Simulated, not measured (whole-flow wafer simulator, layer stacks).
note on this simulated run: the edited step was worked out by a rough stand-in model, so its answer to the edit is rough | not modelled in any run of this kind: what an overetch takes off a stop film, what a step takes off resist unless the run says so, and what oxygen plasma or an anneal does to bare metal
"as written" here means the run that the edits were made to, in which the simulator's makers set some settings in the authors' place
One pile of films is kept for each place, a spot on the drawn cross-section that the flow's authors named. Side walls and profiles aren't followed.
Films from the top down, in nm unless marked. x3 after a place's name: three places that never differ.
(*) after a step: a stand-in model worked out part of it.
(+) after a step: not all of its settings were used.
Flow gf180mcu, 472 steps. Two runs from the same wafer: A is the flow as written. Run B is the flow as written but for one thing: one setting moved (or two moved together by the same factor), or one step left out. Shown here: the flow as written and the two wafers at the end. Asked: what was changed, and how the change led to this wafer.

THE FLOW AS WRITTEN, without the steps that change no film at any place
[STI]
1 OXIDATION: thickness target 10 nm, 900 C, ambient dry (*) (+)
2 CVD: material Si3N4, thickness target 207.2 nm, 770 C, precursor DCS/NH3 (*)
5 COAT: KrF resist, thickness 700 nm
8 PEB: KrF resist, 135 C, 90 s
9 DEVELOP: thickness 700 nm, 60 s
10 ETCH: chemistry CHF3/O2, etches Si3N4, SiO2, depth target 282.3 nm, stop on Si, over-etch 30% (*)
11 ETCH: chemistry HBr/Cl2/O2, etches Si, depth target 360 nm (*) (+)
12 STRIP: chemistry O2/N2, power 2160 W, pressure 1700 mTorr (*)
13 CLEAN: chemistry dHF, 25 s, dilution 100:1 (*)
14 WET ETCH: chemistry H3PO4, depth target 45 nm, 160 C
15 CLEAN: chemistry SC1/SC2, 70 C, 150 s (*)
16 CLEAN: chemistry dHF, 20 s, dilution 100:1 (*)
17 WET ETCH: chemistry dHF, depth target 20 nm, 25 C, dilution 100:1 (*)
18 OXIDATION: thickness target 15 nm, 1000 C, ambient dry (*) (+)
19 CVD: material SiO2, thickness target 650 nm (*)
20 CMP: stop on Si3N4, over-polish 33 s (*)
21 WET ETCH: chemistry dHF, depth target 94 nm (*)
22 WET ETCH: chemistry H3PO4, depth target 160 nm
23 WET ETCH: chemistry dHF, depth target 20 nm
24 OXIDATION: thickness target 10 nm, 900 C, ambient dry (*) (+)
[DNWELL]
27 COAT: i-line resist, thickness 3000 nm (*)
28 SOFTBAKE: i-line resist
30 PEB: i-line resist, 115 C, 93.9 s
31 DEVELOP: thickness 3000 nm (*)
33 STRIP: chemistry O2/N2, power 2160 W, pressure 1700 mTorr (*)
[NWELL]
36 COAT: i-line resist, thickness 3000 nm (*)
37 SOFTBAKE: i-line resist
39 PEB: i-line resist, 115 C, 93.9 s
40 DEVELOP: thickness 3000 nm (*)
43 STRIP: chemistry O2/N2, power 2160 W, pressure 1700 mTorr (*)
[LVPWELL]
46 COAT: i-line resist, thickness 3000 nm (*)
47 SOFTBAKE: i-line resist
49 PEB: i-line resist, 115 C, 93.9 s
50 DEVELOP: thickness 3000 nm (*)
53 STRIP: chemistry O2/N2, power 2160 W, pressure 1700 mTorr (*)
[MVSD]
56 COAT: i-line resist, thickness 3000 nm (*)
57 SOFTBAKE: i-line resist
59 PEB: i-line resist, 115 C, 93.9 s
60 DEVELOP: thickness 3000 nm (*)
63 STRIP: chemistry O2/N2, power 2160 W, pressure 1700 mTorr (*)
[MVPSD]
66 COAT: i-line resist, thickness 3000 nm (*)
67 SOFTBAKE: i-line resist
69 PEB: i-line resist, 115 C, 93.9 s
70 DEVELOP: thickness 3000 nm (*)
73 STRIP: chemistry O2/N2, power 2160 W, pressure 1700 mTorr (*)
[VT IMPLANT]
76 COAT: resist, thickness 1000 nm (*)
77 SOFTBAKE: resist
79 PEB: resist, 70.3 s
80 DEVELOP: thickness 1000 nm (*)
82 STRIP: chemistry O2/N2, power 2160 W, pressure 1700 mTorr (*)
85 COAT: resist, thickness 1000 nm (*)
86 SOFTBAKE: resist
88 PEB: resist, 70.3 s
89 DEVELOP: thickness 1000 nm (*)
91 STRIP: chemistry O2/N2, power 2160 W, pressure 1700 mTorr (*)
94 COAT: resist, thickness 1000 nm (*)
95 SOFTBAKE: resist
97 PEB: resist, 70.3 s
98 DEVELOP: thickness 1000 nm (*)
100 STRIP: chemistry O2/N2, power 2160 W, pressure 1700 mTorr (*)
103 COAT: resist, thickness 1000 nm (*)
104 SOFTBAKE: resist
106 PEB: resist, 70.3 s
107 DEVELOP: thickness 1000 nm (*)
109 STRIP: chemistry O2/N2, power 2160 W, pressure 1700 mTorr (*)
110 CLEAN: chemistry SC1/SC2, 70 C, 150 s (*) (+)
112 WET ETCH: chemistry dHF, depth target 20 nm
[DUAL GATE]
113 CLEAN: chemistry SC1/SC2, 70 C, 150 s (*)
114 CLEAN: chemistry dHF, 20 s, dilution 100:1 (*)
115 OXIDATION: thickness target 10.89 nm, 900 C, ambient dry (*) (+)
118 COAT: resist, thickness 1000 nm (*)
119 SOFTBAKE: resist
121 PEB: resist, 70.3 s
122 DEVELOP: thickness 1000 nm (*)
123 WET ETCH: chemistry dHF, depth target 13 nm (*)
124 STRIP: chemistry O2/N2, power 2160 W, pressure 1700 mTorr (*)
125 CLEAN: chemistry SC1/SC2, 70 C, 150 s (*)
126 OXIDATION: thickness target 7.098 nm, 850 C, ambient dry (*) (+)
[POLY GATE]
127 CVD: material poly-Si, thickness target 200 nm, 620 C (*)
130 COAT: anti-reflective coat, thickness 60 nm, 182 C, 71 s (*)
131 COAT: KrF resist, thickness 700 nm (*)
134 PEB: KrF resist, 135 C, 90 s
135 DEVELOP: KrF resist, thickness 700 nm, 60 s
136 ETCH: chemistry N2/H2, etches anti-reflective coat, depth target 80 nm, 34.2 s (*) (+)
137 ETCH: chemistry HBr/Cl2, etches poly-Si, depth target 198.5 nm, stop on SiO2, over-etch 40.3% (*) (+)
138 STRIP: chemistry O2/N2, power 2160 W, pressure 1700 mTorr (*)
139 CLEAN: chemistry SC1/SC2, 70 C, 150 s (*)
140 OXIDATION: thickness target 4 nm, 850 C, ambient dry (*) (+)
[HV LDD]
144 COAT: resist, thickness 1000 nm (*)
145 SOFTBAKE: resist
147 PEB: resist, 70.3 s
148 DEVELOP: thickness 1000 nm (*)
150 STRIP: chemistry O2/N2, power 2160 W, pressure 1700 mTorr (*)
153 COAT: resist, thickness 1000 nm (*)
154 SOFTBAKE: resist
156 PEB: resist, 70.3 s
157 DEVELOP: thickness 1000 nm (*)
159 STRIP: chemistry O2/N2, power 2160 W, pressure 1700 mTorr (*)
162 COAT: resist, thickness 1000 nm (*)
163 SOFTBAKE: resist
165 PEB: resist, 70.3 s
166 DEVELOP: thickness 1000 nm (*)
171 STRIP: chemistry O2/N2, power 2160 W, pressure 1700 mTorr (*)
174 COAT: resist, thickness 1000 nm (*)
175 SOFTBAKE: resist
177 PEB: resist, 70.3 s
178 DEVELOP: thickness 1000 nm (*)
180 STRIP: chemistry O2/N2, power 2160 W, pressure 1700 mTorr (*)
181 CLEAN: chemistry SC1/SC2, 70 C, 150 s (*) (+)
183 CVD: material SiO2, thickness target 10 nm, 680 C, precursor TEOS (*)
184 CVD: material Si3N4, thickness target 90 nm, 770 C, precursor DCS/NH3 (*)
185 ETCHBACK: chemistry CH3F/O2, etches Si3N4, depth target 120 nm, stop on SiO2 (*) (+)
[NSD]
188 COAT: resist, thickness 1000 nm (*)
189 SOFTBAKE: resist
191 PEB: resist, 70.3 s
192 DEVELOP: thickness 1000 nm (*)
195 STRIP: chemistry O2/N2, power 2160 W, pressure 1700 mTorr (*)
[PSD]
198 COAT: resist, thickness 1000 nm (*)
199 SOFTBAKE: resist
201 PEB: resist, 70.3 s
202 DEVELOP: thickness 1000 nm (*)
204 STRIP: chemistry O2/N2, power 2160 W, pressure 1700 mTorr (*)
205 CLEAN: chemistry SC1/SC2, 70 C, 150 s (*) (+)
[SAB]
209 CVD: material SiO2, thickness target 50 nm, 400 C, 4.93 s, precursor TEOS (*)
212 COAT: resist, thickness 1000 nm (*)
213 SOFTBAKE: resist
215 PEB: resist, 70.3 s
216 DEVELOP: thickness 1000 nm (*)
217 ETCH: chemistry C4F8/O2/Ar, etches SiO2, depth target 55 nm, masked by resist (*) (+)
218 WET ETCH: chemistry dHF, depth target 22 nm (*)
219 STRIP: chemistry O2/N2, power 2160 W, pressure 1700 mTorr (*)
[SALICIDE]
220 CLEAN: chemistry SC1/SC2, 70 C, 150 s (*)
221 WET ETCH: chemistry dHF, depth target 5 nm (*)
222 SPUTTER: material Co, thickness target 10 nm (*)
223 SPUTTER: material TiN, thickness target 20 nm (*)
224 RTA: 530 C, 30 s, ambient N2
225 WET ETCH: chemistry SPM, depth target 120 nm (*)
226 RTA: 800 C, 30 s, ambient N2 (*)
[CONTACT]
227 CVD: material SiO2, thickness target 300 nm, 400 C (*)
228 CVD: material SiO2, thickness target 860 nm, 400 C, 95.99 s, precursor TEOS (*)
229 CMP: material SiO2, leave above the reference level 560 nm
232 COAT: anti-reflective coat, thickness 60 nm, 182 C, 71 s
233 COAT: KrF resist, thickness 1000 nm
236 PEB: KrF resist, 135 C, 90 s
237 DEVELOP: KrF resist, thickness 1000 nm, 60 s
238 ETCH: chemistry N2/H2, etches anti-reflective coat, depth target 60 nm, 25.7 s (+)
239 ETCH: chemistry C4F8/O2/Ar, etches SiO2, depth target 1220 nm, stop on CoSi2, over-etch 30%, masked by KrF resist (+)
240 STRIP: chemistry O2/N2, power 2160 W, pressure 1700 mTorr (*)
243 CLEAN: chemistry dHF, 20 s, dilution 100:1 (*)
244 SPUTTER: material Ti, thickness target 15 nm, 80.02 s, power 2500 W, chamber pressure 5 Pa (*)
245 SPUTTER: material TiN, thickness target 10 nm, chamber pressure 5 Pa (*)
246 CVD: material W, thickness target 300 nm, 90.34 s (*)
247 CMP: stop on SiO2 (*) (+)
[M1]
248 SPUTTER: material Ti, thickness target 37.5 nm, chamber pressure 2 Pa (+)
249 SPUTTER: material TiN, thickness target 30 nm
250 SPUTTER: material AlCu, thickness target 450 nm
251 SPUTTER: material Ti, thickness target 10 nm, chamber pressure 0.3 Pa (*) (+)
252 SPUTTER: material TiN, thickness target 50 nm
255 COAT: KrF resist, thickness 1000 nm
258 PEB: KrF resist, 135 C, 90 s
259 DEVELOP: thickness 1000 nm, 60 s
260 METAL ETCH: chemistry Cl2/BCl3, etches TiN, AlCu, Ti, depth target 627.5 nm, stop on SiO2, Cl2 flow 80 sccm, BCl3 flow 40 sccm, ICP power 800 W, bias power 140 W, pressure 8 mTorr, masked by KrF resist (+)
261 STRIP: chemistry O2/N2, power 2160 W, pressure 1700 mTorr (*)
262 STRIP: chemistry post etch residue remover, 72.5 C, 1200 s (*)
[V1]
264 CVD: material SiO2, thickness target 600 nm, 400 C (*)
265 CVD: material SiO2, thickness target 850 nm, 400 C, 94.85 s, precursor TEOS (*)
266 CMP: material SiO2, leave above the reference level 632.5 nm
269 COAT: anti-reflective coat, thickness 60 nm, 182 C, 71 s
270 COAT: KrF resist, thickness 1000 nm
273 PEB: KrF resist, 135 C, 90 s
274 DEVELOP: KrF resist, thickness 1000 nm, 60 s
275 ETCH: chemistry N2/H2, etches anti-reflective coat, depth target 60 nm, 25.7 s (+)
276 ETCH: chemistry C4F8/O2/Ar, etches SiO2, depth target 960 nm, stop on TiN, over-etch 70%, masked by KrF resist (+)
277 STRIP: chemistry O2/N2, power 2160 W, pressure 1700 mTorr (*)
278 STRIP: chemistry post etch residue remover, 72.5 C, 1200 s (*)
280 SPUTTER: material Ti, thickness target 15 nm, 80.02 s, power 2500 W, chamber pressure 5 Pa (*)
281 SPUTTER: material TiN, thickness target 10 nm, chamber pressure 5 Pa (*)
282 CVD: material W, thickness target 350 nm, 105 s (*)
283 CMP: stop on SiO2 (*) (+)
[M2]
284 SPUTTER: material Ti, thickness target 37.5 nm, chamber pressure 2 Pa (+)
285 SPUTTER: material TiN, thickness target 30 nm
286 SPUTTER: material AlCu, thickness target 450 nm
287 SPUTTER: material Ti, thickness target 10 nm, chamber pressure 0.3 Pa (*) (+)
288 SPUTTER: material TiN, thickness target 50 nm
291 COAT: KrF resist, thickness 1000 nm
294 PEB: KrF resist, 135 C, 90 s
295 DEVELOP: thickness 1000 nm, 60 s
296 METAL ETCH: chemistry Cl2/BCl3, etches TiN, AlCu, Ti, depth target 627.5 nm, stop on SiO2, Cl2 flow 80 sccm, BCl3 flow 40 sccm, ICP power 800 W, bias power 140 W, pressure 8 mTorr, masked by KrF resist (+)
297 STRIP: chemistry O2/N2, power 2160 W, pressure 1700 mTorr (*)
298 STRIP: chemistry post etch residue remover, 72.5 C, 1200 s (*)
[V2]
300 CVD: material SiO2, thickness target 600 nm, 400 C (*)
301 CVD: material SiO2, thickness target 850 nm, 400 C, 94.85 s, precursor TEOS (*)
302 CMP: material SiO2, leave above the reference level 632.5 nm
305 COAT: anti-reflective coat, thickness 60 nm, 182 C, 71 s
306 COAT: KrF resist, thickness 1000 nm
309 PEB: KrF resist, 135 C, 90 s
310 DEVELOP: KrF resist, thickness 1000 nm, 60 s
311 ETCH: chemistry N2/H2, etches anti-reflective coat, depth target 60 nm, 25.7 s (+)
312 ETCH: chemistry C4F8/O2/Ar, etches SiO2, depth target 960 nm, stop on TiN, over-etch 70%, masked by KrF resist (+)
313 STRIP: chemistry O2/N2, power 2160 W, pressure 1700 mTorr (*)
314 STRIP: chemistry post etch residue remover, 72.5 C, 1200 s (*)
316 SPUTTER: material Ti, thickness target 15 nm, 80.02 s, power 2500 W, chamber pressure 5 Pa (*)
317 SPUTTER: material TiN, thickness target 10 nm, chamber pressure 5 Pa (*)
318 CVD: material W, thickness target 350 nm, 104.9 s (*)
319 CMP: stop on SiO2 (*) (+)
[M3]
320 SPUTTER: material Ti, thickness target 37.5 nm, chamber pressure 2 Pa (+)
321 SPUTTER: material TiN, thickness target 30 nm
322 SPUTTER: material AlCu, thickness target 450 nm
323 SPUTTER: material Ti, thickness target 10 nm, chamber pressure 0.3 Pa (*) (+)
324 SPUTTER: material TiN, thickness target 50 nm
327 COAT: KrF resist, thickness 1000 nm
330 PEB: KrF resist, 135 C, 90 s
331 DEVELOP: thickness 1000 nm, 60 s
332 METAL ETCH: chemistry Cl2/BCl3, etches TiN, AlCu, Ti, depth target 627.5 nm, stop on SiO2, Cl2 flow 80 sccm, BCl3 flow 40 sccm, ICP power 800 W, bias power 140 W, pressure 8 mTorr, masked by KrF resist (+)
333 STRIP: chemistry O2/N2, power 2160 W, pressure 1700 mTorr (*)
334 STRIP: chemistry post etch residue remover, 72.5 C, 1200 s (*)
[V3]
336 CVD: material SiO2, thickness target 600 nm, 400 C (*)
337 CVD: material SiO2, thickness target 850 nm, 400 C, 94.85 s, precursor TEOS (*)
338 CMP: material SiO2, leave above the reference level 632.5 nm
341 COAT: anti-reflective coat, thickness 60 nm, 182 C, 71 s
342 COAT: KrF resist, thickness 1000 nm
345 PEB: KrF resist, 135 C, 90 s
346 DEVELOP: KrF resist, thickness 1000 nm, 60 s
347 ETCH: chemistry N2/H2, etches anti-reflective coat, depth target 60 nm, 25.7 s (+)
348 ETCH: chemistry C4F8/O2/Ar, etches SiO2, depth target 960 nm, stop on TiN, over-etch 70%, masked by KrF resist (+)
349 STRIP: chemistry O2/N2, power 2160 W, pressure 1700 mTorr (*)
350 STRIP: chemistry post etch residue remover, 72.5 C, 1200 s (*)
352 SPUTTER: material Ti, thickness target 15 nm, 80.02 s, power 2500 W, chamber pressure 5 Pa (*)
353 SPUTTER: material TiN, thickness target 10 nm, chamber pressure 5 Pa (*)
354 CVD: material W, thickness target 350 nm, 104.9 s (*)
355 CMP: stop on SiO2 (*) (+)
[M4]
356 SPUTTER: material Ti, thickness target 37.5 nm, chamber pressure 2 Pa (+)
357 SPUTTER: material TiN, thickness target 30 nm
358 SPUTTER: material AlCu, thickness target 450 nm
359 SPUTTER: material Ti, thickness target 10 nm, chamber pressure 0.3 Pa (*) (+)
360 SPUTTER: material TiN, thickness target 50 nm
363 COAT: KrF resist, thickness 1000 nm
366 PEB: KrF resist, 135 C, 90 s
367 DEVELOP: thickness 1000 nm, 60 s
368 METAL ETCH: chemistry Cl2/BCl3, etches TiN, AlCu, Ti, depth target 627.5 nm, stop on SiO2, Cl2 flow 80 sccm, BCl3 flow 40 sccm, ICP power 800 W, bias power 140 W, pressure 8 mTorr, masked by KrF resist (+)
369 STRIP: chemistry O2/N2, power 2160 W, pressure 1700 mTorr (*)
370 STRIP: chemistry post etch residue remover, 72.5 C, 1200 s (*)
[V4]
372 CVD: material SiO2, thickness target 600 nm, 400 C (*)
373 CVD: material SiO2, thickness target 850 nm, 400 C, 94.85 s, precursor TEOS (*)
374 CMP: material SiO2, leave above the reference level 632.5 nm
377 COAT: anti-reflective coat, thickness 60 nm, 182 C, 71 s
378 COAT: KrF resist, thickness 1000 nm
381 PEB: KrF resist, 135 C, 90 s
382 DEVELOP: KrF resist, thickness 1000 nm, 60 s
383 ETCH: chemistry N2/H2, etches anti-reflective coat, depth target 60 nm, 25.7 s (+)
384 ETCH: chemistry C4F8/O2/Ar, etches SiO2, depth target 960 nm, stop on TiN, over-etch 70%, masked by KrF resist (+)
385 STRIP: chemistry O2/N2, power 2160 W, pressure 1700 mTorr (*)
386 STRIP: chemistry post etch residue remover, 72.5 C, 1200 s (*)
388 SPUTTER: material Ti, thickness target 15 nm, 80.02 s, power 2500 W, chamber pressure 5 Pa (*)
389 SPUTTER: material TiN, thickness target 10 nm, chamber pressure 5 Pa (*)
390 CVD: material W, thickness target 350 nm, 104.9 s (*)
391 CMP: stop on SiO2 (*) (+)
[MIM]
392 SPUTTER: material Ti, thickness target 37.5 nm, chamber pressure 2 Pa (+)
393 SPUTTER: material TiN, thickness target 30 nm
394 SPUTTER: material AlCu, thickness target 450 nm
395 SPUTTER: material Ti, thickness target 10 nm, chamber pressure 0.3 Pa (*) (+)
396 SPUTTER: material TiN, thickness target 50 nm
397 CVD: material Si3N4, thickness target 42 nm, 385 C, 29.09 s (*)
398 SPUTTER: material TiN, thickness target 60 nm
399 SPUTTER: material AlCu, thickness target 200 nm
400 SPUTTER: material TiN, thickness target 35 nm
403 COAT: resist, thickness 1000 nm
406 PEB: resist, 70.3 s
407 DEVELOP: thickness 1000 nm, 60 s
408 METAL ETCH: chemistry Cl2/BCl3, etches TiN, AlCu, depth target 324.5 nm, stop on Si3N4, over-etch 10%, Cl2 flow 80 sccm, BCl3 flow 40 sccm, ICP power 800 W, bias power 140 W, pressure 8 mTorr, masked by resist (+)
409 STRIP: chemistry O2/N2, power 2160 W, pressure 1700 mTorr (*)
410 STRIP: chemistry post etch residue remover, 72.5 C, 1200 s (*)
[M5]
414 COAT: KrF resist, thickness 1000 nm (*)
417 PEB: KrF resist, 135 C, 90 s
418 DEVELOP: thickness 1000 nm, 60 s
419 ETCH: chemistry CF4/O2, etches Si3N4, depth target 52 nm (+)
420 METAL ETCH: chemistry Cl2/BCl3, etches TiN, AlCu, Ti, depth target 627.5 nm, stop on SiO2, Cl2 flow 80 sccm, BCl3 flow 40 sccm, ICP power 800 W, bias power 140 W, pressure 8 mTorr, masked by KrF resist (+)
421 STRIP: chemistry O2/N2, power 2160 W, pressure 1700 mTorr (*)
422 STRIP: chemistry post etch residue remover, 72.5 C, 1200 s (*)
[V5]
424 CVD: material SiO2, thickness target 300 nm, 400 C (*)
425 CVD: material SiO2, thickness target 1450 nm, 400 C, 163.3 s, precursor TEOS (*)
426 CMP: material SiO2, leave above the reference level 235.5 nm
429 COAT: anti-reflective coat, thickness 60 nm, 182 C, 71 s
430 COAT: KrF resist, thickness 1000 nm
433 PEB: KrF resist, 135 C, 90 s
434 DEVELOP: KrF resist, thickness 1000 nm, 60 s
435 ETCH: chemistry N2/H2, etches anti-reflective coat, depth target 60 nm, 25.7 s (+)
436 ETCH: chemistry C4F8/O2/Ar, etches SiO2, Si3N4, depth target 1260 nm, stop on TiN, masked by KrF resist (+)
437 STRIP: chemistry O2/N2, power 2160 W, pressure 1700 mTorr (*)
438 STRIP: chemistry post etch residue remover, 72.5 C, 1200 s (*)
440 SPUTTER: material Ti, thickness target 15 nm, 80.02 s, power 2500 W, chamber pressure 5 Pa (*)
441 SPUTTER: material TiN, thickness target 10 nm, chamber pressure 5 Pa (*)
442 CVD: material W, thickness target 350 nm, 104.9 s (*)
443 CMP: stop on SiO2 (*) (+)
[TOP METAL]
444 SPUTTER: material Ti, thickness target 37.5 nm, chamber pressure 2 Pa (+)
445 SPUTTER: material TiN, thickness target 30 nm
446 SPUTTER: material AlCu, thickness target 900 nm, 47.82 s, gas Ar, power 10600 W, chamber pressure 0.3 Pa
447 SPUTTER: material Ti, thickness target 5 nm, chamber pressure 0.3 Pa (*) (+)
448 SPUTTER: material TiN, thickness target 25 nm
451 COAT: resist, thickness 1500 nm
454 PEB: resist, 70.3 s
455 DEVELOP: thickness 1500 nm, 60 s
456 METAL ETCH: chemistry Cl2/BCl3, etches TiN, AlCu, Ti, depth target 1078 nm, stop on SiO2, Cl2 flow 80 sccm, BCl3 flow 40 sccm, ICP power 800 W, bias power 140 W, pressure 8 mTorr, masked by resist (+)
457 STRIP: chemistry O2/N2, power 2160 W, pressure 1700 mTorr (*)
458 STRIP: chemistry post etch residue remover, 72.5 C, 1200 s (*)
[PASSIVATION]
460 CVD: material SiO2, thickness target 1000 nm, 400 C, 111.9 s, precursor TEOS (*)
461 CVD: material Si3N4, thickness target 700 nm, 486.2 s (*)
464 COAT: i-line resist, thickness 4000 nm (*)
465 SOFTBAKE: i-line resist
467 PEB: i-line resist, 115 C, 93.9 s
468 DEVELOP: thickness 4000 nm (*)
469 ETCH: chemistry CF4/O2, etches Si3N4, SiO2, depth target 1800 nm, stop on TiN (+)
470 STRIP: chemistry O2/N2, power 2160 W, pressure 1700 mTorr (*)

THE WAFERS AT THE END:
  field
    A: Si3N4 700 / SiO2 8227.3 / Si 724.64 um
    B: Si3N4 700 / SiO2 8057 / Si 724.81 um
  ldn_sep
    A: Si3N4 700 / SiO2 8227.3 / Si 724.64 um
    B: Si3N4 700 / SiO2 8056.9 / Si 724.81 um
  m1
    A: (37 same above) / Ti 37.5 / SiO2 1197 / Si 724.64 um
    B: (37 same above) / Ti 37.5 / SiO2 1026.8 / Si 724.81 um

The cause: step 11, ETCH: depth target 189 nm was run, where the flow has depth target 360 nm.

How the change led to this, step by step:
  11 ETCH: chemistry HBr/Cl2/O2, etches Si, depth target 360 nm (*) (+)
      active, n_well, p_well and 40 more: A KrF resist -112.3 | B KrF resist -55.3
      field, field_sub, sti and 34 more: A Si -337 | B Si -166
  12 STRIP: chemistry O2/N2, power 2160 W, pressure 1700 mTorr (*)
      active, n_well, p_well and 40 more: A KrF resist -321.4 (all of it) | B KrF resist -378.4 (all of it)
  19 CVD: material SiO2, thickness target 650 nm (*)
      m1, ld_fp_n, ld_drift_n and 8 more: A SiO2 +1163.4 | B SiO2 +992.4
  20 CMP: stop on Si3N4, over-polish 33 s (*)
      sti, mim_1p0, pad and 11 more: A SiO2 -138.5 | B SiO2 -309.5
      nw_enc_fld, nw_enc_fld_lv: A SiO2 -142.5 | B SiO2 -313.5
      (and at 10 more places)
  24 OXIDATION: thickness target 10 nm, 900 C, ambient dry (*) (+)
      sti, mim_1p0, pad and 17 more: A SiO2 +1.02, Si -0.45 | B SiO2 +1.53, Si -0.67
      m1, ld_fp_n, ld_drift_n, ld_fp_p, ld_drift_p: A SiO2 +1.02, Si -0.45 | B SiO2 +1.54, Si -0.68
      (and at 12 more places)
  115 OXIDATION: thickness target 10.89 nm, 900 C, ambient dry (*) (+)
      sti, mim_1p0, pad and 19 more: A SiO2 +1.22, Si -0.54 | B SiO2 +1.88, Si -0.83
      field, field__w1, field__w2, field__w3, field__w6, field__w12: A SiO2 +1.25, Si -0.55 | B SiO2 +1.94, Si -0.86
      (and at 21 more places)
  189 SOFTBAKE: resist
      field__w9: A resist +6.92 | B resist -3.07
      active_hv: A resist +2.68 | B resist -0.5
      (and at 1 more place)
  199 SOFTBAKE: resist
      field__w9: A resist +6.92 | B resist -3.07
      active_hv: A resist +2.68 | B resist -0.5
      (and at 1 more place)
